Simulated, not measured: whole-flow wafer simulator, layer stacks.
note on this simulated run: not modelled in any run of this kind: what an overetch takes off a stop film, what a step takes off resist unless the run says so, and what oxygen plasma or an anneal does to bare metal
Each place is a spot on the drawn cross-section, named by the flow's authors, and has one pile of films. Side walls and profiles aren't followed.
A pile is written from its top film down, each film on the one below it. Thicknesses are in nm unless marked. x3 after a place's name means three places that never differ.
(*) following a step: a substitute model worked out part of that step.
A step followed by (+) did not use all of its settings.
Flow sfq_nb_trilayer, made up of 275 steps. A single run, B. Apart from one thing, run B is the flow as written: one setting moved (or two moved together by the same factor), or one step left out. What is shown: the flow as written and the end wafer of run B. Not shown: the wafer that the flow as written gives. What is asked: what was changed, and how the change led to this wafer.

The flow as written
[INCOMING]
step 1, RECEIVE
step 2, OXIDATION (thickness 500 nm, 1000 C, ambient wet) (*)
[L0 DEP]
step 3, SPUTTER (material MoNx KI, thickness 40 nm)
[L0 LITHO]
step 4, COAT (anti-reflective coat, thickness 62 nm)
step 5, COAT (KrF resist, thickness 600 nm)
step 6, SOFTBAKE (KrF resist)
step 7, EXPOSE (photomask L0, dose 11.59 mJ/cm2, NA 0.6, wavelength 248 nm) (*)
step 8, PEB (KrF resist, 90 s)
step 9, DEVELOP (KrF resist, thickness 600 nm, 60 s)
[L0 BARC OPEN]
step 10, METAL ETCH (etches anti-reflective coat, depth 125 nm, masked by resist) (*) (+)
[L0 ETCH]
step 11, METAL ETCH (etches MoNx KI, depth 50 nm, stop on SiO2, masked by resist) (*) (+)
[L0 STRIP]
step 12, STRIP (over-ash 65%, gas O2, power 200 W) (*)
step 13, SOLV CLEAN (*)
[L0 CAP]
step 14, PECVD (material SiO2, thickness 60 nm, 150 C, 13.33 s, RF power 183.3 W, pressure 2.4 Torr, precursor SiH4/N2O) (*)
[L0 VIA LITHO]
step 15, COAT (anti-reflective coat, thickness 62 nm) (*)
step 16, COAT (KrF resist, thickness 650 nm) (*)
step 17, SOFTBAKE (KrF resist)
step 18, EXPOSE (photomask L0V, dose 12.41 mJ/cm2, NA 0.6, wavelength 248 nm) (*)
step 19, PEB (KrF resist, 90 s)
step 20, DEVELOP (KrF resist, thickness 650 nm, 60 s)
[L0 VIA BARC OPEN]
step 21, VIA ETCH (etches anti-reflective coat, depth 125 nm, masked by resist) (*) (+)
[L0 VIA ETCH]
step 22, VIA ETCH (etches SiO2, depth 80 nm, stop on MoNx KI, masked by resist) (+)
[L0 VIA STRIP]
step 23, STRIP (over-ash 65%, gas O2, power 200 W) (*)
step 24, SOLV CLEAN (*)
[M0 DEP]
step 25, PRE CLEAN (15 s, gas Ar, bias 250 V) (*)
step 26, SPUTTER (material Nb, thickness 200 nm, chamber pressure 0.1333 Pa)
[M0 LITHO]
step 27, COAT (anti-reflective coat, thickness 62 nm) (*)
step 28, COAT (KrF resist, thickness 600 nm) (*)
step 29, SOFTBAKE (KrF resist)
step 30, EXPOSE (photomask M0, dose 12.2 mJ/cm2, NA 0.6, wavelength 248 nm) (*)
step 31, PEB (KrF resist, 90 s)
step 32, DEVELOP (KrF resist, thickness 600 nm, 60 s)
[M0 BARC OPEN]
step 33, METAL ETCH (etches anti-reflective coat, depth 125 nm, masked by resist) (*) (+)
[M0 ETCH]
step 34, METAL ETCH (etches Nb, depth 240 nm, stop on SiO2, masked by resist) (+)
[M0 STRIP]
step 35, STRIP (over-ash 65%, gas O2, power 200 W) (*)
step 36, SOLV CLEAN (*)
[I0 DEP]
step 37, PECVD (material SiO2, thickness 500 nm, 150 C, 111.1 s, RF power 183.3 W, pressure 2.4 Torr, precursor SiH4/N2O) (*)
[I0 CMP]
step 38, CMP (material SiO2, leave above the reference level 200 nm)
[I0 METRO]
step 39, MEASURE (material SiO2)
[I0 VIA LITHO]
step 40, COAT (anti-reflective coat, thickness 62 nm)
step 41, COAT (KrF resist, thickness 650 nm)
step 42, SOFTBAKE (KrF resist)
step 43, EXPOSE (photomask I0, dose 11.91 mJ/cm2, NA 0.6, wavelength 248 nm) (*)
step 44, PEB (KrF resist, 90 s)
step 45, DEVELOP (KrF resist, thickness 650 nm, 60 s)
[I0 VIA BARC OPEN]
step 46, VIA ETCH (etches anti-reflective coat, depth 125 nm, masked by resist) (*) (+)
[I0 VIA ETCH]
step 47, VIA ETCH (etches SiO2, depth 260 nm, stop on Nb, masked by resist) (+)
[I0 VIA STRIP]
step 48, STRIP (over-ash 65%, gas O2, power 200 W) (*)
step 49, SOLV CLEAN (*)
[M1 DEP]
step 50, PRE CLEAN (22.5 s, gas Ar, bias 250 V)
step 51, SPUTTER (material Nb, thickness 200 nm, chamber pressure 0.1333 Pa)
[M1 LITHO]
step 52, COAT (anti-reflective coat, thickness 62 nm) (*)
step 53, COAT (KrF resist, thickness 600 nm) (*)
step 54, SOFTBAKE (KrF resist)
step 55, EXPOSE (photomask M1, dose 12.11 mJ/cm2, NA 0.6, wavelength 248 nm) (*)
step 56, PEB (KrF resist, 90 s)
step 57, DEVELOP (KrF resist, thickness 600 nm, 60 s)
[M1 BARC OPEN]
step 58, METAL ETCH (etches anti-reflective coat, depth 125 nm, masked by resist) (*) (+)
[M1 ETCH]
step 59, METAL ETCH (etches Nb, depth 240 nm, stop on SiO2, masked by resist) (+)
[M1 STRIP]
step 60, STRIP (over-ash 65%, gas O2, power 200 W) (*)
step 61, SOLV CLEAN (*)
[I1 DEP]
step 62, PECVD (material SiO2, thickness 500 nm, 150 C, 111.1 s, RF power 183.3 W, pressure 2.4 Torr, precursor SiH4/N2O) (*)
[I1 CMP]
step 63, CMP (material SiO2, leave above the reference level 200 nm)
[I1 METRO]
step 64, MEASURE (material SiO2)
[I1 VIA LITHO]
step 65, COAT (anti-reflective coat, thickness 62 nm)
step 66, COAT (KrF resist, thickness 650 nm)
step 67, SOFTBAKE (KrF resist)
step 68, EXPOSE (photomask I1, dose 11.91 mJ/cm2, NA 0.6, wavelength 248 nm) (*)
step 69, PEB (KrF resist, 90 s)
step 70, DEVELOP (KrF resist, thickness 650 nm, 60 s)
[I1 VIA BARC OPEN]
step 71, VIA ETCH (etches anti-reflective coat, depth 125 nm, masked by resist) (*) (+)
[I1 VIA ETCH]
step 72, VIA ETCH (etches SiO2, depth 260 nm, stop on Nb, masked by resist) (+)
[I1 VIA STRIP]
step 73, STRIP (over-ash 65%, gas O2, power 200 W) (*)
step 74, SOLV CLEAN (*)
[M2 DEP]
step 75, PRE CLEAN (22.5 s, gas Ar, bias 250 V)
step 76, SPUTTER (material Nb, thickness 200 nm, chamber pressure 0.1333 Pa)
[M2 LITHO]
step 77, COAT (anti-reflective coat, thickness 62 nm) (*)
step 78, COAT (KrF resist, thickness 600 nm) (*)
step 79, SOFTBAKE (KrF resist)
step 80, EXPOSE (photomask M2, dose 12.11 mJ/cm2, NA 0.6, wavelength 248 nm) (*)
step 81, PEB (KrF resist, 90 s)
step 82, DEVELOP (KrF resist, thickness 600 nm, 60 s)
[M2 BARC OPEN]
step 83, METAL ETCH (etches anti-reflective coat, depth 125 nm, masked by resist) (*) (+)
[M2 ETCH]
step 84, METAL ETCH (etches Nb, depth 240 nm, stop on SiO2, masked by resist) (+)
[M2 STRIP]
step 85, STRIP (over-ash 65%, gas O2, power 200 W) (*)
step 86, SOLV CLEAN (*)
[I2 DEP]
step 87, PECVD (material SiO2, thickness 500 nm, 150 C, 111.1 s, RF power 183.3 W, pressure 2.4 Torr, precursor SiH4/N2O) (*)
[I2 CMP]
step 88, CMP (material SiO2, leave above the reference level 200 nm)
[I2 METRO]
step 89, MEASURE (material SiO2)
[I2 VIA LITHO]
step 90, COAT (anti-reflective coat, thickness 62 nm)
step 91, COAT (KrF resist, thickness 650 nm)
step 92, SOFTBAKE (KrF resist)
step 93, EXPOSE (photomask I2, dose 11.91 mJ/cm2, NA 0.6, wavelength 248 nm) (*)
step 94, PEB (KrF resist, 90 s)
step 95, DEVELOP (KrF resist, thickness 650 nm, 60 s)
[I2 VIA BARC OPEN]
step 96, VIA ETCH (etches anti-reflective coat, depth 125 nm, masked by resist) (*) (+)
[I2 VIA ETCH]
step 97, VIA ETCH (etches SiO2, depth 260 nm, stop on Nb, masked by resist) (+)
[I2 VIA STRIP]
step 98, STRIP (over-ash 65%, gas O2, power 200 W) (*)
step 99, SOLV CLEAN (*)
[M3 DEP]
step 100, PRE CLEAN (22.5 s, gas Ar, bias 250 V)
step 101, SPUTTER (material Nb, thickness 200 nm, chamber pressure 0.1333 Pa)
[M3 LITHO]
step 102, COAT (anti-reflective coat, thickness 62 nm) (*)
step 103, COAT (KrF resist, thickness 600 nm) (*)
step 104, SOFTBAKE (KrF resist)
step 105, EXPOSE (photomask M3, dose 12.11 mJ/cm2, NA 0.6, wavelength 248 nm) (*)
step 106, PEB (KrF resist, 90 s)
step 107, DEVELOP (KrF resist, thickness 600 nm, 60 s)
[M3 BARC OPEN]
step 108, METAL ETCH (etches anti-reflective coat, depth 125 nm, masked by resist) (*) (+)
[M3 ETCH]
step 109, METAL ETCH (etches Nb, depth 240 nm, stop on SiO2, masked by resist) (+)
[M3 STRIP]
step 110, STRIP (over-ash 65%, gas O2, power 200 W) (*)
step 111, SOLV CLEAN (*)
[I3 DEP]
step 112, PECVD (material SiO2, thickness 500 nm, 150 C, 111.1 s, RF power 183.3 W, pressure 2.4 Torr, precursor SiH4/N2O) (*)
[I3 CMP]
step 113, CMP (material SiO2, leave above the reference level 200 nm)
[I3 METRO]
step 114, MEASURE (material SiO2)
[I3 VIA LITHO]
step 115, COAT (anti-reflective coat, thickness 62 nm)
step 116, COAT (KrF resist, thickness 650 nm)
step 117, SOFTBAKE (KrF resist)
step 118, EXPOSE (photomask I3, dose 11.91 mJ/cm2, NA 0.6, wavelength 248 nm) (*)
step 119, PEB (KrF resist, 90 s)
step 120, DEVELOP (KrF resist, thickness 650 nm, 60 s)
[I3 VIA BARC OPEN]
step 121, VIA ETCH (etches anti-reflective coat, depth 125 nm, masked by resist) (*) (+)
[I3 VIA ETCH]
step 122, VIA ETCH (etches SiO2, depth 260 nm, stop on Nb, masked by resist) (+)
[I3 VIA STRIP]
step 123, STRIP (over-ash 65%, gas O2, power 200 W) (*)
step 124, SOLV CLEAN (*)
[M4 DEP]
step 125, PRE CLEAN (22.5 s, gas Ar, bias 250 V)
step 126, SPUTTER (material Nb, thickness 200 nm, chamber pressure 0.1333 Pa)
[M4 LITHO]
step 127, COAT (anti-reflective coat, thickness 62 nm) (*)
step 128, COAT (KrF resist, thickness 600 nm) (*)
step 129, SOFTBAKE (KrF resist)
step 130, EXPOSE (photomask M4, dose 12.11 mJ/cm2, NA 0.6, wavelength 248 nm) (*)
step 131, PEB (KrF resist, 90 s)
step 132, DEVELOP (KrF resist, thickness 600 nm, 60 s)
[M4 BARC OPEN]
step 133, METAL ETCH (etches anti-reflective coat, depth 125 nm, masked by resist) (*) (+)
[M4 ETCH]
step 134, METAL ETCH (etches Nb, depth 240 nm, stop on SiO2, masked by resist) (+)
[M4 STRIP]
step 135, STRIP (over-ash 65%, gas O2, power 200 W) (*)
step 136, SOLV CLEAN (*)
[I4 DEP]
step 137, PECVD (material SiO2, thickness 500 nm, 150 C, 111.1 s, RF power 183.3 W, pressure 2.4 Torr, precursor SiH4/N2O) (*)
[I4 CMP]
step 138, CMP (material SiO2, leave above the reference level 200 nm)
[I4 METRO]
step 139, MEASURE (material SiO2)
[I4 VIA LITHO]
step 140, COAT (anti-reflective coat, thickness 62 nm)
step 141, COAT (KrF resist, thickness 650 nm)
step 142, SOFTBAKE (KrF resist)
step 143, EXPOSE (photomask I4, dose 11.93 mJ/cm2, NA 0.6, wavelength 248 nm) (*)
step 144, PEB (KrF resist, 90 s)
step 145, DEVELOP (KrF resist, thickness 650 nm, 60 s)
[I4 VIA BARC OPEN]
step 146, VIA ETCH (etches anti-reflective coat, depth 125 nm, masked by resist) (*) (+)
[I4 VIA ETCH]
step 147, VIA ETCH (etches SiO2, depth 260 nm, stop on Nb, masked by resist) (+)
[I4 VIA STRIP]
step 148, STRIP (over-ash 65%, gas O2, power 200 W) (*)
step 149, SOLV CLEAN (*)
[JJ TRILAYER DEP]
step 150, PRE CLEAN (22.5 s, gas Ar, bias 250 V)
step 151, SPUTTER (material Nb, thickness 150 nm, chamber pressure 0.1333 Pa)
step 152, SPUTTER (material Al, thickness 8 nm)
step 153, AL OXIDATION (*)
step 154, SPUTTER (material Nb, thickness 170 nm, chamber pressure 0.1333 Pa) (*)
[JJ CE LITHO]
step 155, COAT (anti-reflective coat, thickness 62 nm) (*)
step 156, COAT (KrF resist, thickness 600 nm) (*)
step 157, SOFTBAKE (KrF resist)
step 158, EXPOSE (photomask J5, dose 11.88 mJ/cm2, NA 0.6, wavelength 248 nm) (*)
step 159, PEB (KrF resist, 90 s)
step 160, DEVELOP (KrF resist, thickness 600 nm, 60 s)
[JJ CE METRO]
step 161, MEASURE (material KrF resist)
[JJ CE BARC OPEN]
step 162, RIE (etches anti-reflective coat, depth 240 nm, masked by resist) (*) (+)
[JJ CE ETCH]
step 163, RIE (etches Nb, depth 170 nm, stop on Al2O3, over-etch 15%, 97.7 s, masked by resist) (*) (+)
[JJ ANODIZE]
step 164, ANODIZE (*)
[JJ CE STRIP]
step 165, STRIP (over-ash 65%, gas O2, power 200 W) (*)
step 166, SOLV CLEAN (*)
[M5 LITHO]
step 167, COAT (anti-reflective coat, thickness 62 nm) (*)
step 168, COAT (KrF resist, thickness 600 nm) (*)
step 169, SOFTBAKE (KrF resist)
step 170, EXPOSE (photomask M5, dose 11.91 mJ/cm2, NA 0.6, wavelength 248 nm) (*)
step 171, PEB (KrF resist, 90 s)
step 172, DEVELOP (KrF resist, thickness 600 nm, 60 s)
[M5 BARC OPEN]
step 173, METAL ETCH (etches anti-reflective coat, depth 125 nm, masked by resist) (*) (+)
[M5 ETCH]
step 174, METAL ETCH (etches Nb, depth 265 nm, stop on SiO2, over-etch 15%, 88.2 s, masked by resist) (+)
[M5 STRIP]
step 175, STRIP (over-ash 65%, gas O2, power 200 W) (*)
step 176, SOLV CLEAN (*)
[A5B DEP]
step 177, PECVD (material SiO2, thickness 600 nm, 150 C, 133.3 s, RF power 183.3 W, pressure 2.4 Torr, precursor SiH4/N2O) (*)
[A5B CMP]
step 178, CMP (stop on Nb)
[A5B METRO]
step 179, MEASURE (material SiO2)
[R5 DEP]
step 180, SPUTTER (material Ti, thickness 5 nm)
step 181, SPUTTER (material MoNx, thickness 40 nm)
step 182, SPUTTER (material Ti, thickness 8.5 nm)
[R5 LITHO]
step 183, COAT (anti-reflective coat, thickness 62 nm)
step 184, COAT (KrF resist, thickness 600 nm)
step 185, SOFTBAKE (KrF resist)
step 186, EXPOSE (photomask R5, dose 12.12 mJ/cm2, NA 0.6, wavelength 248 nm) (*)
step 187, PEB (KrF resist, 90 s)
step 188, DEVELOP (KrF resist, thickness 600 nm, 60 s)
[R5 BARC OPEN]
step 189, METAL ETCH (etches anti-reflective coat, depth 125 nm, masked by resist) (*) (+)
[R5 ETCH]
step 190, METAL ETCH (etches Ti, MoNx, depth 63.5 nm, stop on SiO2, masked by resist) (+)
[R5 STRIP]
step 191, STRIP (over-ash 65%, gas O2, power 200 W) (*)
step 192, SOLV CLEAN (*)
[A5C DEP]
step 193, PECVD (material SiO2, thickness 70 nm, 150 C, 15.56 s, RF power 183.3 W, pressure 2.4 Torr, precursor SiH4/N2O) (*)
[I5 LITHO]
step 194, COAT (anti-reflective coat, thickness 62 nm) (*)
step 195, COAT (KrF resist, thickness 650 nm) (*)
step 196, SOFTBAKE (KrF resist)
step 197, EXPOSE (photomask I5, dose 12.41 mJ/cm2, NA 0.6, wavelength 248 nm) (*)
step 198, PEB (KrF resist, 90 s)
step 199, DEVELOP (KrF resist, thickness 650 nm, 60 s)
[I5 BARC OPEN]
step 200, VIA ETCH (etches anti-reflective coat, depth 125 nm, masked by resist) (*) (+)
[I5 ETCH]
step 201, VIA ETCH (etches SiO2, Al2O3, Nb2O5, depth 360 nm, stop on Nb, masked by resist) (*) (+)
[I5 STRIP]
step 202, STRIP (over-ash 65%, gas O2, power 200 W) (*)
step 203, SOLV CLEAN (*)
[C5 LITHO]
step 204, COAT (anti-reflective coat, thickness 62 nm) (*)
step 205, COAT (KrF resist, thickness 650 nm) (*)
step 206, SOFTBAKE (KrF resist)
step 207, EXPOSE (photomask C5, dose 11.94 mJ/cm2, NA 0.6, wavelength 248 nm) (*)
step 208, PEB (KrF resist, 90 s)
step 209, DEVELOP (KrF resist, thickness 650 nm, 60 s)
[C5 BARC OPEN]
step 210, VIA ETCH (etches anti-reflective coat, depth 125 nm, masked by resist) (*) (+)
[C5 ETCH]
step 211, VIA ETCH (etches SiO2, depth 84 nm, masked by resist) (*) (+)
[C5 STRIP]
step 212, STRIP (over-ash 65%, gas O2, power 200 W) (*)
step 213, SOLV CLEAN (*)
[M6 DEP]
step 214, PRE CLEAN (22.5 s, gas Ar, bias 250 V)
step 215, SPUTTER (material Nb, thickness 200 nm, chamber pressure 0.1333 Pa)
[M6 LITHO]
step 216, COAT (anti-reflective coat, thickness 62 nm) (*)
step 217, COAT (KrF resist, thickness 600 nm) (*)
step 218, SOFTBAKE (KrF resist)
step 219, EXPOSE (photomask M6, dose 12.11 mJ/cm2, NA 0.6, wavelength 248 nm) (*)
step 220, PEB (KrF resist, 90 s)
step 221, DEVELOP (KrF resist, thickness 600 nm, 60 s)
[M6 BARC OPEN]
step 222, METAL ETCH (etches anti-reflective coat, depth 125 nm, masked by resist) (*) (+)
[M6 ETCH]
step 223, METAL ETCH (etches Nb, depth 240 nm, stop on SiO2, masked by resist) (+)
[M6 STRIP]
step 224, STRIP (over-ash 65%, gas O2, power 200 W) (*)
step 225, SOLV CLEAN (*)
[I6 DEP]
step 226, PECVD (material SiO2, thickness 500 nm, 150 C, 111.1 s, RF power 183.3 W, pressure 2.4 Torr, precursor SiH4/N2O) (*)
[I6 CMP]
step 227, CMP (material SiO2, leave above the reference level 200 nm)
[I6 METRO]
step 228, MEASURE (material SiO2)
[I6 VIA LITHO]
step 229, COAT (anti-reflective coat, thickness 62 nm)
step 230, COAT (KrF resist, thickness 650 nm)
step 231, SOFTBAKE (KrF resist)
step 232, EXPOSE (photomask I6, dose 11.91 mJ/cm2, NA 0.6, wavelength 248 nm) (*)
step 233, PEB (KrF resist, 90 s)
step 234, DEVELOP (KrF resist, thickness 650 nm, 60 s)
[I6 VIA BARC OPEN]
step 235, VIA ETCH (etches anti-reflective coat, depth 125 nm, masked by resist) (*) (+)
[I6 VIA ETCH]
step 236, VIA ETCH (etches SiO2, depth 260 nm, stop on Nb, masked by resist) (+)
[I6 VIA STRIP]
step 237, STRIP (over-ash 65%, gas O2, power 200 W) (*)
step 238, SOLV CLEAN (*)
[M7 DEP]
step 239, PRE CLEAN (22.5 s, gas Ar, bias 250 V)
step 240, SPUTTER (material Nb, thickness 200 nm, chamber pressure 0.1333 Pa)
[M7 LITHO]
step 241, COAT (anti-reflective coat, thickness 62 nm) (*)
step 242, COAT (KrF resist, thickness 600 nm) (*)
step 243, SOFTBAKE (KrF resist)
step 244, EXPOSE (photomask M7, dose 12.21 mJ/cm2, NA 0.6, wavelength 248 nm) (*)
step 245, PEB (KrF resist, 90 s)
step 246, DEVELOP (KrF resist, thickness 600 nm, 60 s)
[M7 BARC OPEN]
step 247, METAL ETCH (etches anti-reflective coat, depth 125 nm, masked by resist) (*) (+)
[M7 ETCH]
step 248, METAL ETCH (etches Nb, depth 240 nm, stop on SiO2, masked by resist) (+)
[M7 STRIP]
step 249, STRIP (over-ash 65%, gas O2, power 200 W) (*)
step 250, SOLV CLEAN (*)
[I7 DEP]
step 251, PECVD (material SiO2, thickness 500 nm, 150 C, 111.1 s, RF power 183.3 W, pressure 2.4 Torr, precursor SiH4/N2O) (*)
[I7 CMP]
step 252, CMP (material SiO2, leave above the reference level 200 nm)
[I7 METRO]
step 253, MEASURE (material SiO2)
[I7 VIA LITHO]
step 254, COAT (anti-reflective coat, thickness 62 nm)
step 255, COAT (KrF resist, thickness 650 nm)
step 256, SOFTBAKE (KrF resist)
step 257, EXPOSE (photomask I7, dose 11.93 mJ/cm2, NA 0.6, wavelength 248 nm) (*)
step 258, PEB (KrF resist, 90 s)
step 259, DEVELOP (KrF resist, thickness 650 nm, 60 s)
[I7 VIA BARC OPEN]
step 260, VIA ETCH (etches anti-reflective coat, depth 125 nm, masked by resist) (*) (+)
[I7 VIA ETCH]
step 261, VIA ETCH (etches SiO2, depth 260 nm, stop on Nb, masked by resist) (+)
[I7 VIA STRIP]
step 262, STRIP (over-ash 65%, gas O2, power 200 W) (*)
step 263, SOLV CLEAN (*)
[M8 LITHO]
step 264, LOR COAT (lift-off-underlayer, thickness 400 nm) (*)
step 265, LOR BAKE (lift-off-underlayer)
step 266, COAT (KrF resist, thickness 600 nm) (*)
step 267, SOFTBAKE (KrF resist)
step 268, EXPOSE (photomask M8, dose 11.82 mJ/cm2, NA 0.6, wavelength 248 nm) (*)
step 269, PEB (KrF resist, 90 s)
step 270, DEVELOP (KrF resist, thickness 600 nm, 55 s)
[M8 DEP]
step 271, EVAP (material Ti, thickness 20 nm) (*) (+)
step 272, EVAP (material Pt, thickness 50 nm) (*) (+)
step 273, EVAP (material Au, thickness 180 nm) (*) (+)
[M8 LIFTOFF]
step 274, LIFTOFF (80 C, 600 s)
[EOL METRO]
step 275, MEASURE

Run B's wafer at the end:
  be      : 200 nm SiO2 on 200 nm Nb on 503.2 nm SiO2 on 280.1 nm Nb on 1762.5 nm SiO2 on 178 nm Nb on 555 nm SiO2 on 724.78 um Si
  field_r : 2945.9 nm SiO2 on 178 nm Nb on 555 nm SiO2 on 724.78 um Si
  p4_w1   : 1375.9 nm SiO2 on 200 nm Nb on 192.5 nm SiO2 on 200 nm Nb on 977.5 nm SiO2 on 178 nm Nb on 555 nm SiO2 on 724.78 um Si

What caused this: step 26, SPUTTER: thickness 178 nm was run, though the flow has thickness 200 nm.
The wafer itself shows it: be has Nb 178, and step 26 as written asks for 200 nm.

Step by step, how the change led to this:
  step 26, SPUTTER (material Nb, thickness 200 nm, chamber pressure 0.1333 Pa)
      field_l, v_sur, via_wl and 102 more: Nb gains 178 (new film) (as written it would have been: Nb gains 200 (new film))
      l0v: Nb gains 173.7 (new film) (as written it would have been: Nb gains 195.7 (new film))
  step 34, METAL ETCH (etches Nb, depth 240 nm, stop on SiO2, masked by resist) (+)
      moat, m0r_space_l, m0r_space_r: Nb loses 178 (all of it) (as written it would have been: Nb loses 200 (all of it))
  step 37, PECVD (material SiO2, thickness 500 nm, 150 C, 111.1 s, RF power 183.3 W, pressure 2.4 Torr, precursor SiH4/N2O) (*)
      moat, m0r_space_l, m0r_space_r: SiO2 gains 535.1 (as written it would have been: SiO2 gains 557.1)
